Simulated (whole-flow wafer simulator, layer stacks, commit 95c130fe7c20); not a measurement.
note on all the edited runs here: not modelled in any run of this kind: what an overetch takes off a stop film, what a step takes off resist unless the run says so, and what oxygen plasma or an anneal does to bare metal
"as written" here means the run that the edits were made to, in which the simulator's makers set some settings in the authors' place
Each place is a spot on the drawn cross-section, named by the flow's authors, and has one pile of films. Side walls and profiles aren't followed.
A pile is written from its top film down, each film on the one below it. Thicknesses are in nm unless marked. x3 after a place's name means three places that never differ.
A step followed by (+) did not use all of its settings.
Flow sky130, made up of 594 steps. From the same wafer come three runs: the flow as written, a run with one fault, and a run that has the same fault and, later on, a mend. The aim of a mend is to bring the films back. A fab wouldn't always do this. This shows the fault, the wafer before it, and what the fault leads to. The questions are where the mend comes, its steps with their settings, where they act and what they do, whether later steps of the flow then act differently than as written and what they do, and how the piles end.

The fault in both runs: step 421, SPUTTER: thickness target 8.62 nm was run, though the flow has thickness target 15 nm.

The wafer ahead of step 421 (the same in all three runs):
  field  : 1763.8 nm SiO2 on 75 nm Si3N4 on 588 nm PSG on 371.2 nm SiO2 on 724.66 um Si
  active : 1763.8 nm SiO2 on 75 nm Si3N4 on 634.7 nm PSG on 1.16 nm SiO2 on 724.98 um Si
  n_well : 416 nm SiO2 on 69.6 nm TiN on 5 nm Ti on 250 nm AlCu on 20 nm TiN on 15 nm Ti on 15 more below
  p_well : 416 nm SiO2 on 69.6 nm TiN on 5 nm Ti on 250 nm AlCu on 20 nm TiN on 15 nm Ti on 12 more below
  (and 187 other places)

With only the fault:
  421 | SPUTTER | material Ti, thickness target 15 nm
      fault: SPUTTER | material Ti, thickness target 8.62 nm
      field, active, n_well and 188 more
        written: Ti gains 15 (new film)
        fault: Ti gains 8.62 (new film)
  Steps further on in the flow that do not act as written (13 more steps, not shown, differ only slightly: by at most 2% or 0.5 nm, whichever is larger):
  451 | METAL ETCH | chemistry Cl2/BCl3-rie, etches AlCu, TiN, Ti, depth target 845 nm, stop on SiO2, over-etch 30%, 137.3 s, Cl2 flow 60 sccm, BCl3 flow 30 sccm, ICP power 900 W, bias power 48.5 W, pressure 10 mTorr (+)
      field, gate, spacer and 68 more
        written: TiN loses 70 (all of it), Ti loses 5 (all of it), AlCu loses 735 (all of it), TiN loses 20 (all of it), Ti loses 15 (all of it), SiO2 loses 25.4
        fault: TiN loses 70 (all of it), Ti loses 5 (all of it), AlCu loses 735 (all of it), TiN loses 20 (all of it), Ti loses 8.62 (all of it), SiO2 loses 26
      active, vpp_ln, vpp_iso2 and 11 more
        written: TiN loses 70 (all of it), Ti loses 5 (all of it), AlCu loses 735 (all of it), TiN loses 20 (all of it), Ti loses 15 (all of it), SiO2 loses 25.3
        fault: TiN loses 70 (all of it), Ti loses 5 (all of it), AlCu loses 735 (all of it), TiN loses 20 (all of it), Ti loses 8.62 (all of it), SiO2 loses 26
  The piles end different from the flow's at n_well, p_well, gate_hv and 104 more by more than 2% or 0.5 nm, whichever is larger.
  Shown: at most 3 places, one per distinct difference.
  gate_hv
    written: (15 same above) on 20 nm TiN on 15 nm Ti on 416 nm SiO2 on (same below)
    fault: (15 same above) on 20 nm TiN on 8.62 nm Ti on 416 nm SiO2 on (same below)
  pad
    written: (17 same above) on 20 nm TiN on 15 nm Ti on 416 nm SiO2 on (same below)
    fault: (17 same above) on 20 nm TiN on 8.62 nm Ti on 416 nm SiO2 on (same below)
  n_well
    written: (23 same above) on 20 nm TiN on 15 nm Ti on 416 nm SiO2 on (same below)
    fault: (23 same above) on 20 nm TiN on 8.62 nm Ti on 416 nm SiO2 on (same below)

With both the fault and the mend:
  The mend stands after step 421.
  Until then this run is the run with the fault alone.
  421a | SPUTTER | material Ti, thickness target 6.38 nm (the flow's step 421 again, with other settings)
      field, active, n_well and 188 more
        Ti gains 6.38
  Every later step of the flow that is run acts as written at every place that is followed.
  By the end, the piles equal the flow's at every place that both follow.
